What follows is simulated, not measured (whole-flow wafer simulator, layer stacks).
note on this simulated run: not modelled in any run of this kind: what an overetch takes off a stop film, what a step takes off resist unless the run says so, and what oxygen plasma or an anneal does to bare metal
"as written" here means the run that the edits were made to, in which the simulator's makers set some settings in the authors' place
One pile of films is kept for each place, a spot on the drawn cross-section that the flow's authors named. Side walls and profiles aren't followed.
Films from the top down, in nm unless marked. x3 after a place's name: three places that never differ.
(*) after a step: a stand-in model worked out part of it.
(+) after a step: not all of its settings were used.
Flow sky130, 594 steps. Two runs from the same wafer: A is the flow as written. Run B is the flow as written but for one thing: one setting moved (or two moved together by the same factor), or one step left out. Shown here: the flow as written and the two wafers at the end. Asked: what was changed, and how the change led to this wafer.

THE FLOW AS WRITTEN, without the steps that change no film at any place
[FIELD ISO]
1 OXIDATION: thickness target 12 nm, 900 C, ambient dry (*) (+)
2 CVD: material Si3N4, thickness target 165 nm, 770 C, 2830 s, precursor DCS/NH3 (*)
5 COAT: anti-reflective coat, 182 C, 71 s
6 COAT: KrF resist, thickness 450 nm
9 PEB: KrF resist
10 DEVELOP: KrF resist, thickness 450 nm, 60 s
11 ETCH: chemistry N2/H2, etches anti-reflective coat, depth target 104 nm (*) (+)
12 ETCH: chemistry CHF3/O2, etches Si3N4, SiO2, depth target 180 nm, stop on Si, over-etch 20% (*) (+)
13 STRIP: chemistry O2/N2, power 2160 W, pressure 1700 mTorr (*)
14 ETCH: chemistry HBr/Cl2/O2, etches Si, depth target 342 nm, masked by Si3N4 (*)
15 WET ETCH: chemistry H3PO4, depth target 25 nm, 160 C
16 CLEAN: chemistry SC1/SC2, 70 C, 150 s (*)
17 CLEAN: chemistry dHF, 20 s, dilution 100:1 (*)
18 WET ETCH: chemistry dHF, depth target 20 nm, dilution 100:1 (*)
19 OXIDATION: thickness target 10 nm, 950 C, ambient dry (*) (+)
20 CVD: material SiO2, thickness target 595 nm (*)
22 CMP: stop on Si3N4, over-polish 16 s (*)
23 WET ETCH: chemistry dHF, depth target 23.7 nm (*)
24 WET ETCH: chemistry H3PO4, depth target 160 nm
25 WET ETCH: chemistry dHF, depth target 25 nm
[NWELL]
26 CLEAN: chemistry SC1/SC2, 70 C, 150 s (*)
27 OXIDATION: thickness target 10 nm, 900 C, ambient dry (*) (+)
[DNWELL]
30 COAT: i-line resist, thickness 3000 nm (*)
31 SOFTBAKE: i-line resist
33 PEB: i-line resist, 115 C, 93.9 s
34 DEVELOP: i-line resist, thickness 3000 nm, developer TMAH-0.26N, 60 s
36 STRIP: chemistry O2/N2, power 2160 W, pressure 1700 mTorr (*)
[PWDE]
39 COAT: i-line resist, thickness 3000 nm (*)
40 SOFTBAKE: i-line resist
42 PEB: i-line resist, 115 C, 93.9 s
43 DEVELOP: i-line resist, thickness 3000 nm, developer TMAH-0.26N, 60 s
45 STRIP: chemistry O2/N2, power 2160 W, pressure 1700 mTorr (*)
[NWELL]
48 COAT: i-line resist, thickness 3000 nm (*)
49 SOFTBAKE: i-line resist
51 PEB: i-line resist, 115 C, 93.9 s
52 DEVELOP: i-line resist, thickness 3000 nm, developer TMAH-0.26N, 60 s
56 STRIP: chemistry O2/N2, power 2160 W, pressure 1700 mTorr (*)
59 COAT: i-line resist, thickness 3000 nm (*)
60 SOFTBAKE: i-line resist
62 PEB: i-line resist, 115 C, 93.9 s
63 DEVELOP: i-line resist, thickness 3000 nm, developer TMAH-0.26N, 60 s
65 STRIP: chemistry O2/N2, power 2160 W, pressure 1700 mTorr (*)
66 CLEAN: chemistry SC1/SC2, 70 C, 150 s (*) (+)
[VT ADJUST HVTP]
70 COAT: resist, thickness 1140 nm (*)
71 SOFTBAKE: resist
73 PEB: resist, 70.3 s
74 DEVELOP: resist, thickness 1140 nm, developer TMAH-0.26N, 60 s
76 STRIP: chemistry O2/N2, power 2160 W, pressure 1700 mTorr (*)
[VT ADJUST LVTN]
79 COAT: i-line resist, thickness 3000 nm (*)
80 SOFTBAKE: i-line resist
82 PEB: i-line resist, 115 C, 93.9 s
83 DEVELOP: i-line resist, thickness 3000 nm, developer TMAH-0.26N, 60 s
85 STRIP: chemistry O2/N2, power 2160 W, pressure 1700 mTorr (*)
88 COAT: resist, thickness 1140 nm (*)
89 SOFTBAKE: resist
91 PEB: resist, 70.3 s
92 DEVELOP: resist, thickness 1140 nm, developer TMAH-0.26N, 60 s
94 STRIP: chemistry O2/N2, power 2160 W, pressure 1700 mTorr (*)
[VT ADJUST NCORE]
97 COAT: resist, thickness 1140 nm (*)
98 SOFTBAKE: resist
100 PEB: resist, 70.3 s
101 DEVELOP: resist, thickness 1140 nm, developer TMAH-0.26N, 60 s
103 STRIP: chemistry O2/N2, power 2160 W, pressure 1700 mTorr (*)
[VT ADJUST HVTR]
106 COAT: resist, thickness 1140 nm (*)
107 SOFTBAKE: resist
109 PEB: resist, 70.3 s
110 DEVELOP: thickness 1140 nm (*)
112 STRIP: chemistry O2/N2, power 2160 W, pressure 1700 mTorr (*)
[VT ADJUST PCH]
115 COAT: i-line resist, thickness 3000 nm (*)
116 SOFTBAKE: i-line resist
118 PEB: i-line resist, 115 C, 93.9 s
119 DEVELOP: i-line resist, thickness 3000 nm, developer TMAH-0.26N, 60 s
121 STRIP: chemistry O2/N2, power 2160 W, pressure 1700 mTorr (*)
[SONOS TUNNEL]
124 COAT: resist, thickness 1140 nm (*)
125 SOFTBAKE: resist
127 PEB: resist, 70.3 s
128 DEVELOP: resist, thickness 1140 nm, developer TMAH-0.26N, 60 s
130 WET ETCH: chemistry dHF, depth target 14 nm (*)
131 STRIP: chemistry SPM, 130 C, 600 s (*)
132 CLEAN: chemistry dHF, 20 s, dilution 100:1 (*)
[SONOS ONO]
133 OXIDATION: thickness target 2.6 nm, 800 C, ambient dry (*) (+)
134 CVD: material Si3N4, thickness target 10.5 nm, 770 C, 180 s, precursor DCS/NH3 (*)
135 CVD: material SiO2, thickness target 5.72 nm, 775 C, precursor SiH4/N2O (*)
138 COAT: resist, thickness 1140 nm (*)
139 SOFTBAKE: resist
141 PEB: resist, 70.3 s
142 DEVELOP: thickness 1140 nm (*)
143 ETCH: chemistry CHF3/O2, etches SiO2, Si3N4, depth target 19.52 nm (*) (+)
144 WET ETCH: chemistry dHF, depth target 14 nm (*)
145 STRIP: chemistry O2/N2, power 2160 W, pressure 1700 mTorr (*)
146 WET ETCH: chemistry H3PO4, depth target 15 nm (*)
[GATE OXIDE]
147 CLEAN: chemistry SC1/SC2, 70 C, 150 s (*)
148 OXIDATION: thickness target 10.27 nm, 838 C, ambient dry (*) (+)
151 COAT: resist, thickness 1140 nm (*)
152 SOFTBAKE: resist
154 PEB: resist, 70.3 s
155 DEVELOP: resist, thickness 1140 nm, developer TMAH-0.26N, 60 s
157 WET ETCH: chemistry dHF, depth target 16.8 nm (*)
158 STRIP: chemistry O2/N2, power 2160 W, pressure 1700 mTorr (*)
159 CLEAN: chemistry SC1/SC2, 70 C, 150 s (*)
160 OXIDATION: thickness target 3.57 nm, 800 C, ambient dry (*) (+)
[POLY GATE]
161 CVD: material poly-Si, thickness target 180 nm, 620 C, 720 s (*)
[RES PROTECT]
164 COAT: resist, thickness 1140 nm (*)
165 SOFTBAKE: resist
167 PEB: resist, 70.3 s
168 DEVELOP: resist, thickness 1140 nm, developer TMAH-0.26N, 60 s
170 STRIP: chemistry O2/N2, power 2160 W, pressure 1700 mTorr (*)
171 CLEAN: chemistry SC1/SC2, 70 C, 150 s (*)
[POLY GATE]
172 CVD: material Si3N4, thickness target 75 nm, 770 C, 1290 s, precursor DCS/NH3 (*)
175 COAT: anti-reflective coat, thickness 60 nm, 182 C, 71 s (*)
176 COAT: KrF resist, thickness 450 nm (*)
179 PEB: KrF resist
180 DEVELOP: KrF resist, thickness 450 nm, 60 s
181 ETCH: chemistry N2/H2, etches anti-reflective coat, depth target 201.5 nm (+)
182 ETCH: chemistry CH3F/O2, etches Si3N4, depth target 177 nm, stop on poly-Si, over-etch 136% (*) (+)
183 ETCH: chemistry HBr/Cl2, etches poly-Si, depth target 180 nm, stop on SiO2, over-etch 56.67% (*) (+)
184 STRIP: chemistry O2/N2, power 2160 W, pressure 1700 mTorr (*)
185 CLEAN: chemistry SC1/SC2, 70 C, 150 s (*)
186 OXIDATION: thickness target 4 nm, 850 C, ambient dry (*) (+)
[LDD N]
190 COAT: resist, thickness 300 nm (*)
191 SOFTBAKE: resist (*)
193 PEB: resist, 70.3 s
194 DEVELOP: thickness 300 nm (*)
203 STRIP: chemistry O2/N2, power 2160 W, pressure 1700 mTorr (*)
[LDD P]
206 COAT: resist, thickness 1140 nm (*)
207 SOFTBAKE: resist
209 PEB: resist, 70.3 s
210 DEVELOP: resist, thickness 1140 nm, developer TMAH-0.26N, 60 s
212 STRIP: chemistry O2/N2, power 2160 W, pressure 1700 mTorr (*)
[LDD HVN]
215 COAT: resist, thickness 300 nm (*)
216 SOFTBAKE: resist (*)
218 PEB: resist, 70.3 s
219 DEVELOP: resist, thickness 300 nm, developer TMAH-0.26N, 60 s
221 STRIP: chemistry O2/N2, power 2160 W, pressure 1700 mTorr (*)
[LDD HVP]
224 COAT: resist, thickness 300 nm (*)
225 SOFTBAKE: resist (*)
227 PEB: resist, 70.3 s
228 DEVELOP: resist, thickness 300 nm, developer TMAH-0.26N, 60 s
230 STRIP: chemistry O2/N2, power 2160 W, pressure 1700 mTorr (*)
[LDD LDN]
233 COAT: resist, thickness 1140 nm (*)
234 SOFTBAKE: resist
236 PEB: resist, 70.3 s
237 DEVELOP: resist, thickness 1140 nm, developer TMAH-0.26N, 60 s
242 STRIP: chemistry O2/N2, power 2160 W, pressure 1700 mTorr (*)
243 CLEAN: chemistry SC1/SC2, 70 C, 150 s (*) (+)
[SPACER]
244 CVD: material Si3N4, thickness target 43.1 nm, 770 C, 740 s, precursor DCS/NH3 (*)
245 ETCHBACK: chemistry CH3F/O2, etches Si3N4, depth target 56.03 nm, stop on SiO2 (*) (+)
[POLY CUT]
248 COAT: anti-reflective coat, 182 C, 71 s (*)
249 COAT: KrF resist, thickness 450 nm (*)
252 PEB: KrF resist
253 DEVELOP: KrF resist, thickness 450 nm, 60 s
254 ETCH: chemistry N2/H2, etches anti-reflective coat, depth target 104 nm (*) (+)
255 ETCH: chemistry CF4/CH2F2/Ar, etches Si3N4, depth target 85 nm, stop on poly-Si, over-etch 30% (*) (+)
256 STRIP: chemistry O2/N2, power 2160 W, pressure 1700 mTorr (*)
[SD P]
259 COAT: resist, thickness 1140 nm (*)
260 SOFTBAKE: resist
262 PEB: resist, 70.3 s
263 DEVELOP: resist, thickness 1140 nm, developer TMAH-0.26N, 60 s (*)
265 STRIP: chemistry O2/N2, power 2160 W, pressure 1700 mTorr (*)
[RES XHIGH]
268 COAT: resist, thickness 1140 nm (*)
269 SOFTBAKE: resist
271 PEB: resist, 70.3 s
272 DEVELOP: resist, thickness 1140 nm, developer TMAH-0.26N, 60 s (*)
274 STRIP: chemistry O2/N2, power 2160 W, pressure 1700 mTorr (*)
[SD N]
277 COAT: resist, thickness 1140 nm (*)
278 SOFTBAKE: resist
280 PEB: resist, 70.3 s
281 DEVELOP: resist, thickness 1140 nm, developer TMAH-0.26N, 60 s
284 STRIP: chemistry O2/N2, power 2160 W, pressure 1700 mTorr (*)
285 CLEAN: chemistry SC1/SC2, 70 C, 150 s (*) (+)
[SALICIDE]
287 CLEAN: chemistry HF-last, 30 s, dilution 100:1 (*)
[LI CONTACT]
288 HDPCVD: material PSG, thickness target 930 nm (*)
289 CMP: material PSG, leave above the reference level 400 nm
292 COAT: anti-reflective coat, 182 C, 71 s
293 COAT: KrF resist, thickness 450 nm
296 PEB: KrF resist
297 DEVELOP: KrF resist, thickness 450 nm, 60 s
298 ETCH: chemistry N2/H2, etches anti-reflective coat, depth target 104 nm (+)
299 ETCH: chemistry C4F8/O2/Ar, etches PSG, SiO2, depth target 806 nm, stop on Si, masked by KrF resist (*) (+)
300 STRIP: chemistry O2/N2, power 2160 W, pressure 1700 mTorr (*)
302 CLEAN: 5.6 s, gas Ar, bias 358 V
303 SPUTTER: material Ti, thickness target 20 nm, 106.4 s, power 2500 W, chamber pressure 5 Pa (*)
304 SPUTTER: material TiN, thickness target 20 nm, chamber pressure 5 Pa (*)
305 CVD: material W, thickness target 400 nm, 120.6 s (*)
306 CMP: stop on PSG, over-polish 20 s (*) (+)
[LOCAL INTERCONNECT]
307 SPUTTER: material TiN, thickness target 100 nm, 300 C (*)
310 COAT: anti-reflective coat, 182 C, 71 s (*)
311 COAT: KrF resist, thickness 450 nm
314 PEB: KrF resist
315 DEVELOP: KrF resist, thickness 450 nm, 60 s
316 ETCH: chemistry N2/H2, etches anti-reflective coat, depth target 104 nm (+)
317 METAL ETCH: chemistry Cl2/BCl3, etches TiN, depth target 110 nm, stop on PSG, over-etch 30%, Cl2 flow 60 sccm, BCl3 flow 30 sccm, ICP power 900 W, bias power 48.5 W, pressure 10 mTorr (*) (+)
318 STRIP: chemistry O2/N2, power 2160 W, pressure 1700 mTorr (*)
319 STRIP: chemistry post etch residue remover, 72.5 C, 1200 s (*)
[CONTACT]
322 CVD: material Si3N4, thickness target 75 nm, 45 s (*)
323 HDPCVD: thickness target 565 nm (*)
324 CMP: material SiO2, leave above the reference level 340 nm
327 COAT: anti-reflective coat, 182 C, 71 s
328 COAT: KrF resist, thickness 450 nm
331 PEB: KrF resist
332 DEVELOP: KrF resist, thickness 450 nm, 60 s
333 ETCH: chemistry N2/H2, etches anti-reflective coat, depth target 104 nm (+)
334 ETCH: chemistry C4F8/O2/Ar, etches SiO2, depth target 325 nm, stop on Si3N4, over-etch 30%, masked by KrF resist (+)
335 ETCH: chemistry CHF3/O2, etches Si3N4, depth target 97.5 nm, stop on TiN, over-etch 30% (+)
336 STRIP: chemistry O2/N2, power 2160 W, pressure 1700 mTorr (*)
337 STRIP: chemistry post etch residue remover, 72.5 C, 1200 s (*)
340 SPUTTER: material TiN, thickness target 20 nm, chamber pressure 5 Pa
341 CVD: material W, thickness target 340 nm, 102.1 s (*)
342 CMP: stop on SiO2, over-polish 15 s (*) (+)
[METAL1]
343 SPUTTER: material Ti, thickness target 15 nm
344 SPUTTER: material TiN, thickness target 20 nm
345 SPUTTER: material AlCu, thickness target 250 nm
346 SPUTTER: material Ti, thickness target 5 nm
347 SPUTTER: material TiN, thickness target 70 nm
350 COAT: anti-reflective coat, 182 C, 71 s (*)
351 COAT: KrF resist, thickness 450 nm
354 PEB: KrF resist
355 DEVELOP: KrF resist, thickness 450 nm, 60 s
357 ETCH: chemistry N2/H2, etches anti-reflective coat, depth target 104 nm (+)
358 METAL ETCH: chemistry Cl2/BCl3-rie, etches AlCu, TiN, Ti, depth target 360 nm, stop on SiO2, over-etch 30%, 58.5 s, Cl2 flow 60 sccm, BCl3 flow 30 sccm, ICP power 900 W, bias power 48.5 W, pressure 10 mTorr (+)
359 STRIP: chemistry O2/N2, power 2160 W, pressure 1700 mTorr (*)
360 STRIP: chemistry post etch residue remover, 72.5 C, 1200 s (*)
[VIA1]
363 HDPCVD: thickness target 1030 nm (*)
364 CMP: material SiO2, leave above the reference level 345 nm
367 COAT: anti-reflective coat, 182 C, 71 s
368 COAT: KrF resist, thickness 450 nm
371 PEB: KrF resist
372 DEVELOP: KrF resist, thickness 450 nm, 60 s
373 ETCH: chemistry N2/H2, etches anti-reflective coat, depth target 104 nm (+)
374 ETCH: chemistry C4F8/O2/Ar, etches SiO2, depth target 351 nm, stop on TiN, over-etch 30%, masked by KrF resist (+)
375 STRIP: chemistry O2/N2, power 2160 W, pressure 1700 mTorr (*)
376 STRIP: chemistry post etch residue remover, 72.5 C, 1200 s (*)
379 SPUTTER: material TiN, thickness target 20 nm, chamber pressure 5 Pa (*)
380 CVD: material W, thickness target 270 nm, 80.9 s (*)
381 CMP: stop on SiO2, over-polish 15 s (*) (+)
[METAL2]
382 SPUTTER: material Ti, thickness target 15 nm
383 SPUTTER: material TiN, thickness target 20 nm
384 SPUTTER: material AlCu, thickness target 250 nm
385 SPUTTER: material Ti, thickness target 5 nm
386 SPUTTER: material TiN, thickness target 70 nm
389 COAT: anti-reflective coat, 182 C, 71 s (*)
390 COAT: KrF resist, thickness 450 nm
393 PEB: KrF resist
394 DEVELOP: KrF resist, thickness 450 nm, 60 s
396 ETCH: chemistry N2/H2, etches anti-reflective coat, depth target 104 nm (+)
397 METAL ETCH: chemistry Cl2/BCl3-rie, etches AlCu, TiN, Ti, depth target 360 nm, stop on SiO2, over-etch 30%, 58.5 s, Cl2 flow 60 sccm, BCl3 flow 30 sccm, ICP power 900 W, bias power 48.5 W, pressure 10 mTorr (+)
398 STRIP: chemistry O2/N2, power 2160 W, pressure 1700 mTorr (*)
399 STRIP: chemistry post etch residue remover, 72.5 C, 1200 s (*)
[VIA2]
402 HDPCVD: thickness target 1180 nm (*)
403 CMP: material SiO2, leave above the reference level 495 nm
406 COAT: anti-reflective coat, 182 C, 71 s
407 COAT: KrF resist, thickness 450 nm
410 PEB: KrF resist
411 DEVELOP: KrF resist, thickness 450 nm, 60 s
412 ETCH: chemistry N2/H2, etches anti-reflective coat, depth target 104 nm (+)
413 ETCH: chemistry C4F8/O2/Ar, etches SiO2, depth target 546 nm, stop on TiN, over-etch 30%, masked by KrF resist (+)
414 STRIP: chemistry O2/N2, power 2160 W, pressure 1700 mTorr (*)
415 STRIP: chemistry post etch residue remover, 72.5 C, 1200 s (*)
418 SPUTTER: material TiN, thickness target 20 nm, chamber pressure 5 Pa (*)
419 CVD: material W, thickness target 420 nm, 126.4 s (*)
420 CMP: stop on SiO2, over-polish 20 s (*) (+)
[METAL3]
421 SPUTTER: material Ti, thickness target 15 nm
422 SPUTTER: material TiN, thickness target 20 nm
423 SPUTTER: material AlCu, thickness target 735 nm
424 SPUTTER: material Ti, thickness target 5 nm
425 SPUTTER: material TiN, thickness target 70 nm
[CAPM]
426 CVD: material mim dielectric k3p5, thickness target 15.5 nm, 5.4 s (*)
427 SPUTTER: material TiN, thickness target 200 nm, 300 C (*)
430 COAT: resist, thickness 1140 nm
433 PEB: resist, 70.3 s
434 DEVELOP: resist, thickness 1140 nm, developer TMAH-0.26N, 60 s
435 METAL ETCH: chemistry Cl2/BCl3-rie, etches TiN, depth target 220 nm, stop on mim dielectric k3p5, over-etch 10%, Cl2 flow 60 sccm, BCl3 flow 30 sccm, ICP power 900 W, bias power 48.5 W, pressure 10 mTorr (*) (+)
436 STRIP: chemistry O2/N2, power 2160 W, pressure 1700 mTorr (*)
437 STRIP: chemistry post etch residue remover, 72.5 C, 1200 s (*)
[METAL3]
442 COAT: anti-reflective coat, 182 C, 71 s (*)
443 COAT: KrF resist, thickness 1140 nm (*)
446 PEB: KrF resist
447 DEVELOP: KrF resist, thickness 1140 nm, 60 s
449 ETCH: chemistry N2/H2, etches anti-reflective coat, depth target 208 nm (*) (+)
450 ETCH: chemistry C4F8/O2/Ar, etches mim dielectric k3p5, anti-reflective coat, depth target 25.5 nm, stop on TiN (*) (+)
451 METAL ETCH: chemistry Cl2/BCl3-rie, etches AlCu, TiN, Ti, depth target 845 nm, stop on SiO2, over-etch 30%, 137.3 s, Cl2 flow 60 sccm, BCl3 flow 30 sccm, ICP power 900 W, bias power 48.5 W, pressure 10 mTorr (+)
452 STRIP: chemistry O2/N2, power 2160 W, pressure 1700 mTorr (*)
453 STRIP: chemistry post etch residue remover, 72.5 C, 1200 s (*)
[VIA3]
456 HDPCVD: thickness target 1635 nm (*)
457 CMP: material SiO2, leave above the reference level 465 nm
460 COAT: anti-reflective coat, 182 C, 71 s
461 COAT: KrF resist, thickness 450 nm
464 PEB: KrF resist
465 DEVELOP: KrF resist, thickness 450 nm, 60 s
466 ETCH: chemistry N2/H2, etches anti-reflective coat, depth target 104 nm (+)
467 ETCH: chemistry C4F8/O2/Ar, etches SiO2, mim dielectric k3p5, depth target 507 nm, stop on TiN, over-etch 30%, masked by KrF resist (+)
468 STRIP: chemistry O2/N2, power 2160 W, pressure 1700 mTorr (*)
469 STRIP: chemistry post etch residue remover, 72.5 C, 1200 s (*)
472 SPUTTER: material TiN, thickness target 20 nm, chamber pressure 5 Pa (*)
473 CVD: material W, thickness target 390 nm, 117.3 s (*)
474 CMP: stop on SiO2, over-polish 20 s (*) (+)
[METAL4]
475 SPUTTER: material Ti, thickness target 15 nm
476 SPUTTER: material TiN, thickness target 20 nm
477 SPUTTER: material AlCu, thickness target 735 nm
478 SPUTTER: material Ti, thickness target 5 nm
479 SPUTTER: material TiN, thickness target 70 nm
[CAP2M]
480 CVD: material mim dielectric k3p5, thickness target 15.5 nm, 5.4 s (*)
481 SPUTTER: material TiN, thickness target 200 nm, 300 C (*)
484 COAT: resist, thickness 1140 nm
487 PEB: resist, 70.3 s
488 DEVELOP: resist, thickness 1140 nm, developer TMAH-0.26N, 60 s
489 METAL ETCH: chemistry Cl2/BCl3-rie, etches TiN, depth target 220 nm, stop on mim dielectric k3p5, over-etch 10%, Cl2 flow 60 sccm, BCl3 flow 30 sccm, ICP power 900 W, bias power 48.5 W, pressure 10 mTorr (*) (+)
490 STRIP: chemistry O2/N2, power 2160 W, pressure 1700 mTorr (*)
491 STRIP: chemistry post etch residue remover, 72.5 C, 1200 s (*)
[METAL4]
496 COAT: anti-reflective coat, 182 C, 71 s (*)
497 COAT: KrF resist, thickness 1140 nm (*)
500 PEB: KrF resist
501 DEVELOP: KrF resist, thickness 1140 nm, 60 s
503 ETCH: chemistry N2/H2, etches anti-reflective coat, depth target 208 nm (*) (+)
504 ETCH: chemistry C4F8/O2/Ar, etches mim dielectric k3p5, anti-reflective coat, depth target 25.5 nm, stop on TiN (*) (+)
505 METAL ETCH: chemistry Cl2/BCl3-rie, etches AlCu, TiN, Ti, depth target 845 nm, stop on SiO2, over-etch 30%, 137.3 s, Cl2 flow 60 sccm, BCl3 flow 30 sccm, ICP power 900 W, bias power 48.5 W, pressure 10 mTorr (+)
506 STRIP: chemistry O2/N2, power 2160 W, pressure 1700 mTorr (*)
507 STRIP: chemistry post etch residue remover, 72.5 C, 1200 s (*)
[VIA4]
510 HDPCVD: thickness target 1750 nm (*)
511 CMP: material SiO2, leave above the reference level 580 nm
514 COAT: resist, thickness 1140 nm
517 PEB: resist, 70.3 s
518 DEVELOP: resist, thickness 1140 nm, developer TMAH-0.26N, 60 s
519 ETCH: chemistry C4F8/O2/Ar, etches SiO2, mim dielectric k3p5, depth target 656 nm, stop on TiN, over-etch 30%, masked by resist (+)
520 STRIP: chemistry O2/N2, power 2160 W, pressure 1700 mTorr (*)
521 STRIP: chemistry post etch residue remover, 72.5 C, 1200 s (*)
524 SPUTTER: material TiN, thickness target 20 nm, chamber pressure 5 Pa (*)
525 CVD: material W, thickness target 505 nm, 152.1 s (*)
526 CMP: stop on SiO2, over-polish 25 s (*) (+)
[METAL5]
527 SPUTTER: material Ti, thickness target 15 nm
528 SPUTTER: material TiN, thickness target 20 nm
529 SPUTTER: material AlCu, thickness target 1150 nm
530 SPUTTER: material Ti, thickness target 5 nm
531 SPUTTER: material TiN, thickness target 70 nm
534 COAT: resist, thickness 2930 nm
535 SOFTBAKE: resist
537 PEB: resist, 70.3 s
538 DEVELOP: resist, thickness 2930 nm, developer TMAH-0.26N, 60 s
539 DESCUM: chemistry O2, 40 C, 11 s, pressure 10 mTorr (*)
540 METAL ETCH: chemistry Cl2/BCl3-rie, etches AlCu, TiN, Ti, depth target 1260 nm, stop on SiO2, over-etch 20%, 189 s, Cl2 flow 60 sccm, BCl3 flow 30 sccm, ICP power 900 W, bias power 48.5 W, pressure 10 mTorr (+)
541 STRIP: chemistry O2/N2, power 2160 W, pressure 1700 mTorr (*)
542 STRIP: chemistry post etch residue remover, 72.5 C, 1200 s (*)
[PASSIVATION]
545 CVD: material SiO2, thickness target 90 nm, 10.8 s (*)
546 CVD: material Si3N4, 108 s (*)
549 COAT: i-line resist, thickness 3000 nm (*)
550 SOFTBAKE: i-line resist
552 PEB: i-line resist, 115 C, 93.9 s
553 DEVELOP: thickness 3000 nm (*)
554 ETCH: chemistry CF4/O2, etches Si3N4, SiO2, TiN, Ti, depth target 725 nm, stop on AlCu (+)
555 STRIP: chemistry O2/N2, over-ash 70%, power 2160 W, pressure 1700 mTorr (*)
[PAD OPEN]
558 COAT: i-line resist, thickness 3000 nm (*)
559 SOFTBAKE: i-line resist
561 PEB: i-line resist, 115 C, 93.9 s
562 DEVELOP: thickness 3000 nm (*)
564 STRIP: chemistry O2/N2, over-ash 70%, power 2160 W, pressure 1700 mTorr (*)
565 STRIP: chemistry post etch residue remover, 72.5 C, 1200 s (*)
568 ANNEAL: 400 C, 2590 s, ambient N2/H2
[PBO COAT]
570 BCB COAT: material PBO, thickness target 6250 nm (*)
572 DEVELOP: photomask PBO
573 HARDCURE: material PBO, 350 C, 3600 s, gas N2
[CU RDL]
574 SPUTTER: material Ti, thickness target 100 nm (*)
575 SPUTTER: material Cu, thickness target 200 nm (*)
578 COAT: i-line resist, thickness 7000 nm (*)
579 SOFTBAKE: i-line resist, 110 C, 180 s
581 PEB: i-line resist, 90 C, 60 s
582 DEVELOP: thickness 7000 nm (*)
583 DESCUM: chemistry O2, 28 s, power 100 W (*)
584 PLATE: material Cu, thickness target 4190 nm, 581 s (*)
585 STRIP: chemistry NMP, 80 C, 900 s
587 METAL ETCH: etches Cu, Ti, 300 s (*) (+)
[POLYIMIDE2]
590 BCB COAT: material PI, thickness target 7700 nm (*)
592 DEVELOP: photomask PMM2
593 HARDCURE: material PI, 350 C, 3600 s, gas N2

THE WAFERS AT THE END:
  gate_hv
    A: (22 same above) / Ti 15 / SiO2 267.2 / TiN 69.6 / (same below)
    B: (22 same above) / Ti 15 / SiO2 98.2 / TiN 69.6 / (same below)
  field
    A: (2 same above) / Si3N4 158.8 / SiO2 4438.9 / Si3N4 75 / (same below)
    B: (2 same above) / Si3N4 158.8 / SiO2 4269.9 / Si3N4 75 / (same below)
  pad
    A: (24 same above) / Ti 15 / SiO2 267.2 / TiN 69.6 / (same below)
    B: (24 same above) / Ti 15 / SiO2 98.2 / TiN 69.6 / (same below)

The cause: step 364, CMP: leave above the reference level 176 nm was run, where the flow has leave above the reference level 345 nm.

How the change led to this, step by step:
  364 CMP: material SiO2, leave above the reference level 345 nm
      n_well, p_well, gate_hv and 100 more: A SiO2 -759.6 | B SiO2 -928.6
      field, active, gate and 81 more: A SiO2 -389.1 | B SiO2 -558.1
      (and at 4 more places)
  374 ETCH: chemistry C4F8/O2/Ar, etches SiO2, depth target 351 nm, stop on TiN, over-etch 30%, masked by KrF resist (+)
      field, active, n_well and 186 more: A KrF resist -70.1 | B KrF resist -26.2
      m1, via1_hole: A SiO2 -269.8 (all of it) | B SiO2 -100.8 (all of it)
  375 STRIP: chemistry O2/N2, power 2160 W, pressure 1700 mTorr (*)
      field, active, n_well and 186 more: A KrF resist -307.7 (all of it), anti-reflective coat -80 (all of it) | B KrF resist -351.6 (all of it), anti-reflective coat -80 (all of it)
  379 SPUTTER: material TiN, thickness target 20 nm, chamber pressure 5 Pa (*)
      m1: A TiN +11 | B TiN +15
      via1_hole: A TiN +10.9 | B TiN +14.9
  380 CVD: material W, thickness target 270 nm, 80.9 s (*)
      m1, via1_hole: A W +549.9 (new film) | B W +376.9 (new film)
